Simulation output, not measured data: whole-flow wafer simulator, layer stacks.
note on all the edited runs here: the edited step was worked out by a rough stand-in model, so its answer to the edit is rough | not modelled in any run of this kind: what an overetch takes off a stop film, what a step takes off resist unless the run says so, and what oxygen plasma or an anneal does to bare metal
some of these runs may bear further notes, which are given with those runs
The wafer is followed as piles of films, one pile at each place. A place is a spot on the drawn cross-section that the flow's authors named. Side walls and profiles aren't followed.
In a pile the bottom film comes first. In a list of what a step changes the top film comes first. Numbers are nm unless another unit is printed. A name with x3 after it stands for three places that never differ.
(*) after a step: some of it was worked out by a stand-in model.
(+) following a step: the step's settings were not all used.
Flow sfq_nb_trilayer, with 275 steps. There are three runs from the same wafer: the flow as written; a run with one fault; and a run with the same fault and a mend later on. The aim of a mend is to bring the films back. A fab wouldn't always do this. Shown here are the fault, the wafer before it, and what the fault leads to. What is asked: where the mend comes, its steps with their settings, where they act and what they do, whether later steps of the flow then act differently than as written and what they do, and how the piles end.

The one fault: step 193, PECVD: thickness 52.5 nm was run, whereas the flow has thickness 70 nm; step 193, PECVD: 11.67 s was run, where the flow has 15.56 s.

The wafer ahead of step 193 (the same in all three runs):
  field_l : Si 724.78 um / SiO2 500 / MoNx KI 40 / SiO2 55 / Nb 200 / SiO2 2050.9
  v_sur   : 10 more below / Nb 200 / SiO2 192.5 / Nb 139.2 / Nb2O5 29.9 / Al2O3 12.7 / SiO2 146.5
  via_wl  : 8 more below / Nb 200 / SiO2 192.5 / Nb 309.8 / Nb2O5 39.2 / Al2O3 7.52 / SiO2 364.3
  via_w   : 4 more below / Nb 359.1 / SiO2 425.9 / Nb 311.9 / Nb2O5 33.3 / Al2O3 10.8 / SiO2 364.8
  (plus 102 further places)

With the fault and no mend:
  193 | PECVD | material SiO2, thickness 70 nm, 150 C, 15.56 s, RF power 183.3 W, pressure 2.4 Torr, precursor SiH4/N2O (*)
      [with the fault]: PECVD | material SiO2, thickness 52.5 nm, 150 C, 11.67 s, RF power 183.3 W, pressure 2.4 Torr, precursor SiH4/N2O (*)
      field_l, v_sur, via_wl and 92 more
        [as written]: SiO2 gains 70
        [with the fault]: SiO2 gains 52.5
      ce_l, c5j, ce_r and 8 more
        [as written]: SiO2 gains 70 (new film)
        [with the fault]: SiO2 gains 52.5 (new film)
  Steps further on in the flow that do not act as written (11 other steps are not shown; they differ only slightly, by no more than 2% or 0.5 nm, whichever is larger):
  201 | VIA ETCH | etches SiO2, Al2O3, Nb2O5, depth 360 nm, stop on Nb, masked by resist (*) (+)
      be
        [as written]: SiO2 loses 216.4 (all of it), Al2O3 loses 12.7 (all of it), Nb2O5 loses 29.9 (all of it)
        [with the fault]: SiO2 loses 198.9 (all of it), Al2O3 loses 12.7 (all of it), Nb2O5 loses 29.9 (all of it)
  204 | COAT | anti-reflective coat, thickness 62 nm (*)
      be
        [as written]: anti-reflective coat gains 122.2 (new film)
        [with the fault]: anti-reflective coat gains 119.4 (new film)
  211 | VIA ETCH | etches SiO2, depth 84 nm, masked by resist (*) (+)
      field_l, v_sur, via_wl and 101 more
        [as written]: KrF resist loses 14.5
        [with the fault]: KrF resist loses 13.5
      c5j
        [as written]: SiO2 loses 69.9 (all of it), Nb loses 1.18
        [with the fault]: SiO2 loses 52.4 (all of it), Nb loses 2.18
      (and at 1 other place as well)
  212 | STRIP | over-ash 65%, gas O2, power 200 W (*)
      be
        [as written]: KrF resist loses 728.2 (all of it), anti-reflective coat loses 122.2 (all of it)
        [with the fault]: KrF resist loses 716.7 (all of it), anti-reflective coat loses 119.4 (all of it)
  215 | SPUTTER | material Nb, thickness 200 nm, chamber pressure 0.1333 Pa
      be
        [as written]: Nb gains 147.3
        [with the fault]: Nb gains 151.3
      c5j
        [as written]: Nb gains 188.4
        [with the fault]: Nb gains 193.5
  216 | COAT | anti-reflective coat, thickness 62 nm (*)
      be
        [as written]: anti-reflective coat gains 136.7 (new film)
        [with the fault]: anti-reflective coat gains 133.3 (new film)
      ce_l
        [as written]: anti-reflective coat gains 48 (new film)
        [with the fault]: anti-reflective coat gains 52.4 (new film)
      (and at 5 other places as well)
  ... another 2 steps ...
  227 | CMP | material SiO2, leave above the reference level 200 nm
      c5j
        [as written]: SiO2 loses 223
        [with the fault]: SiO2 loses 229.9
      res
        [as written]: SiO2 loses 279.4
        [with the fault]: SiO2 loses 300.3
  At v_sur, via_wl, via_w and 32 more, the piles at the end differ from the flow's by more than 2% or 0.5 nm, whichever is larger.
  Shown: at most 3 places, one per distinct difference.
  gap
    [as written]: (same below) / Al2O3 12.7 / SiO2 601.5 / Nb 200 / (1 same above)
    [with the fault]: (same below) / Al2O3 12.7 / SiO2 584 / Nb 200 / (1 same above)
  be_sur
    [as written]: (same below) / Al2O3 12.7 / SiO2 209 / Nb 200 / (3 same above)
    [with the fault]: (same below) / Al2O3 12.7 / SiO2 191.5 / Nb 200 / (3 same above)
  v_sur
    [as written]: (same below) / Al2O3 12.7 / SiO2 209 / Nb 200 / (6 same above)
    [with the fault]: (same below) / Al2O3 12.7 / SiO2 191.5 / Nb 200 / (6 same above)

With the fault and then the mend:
  After step 199 comes the mend.
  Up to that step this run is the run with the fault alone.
  199a | STRIP | over-ash 65%, gas O2, power 200 W (*)
      p4_fl x3, p4_w1 x9, p4_g1 x2 and 33 more
        KrF resist loses 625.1 (all of it), anti-reflective coat loses 62 (all of it)
      wl_b_m5, wl_b_sr, wl_c_sl and 12 more
        KrF resist loses 625 (all of it), anti-reflective coat loses 62 (all of it)
      field_l, v_sur, via_wl, via_w
        KrF resist loses 625.7 (all of it), anti-reflective coat loses 62.2 (all of it)
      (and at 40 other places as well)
  199b | PECVD | material SiO2, thickness 17.5 nm, 150 C, 3.889 s, RF power 183.3 W, pressure 2.4 Torr, precursor SiH4/N2O (*) (the flow's step 193 again, with other settings)
      field_l, v_sur, via_wl and 103 more
        SiO2 gains 17.5
  199c | COAT | anti-reflective coat, thickness 62 nm (*) (the flow's step 194 again)
      p4_fl x3, p4_w1 x9, p4_g1 x2 and 50 more
        anti-reflective coat gains 62 (new film)
      via_wr, via_sp, via_v, wire, lsp_r, l0_sur, l0v
        anti-reflective coat gains 62.3 (new film)
      be, be_sur, gap, lsp_m, ln_m6
        anti-reflective coat gains 62.4 (new film)
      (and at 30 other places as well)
  199d | COAT | KrF resist, thickness 650 nm (*) (the flow's step 195 again)
      p4_fl x3, p4_w1 x9, p4_g1 x2 and 33 more
        KrF resist gains 650 (new film)
      wl_b_m5, wl_b_sr, wl_c_sl and 12 more
        KrF resist gains 649.9 (new film)
      v_sur, via_wl, via_w
        KrF resist gains 650.6 (new film)
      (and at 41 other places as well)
  199e | SOFTBAKE | KrF resist (the flow's step 196 again)
      alters no film at any place that is followed
  199f | EXPOSE | photomask I5, dose 12.41 mJ/cm2, NA 0.6, wavelength 248 nm (*) (the flow's step 197 again)
      alters no film at any place that is followed
  199g | PEB | KrF resist, 90 s (the flow's step 198 again)
      field_l, v_sur, via_wl and 87 more
        KrF resist loses 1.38
      jj_sur, ce_l, sp_r, moat, field_r, wl_jj
        KrF resist loses 1.39
      be_r, r_sur, res, r_end
        KrF resist loses 1.33
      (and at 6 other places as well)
  199h | DEVELOP | KrF resist, thickness 650 nm, 60 s (the flow's step 199 again)
      field_l, v_sur, via_wl and 102 more
        KrF resist loses 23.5
      be
        KrF resist loses 649.8 (all of it)
  Every later step of the flow that is run acts as written, at every place that is followed, to within 2% or 0.5 nm, whichever is larger.
  By the end, the piles equal the flow's at every place that both follow.
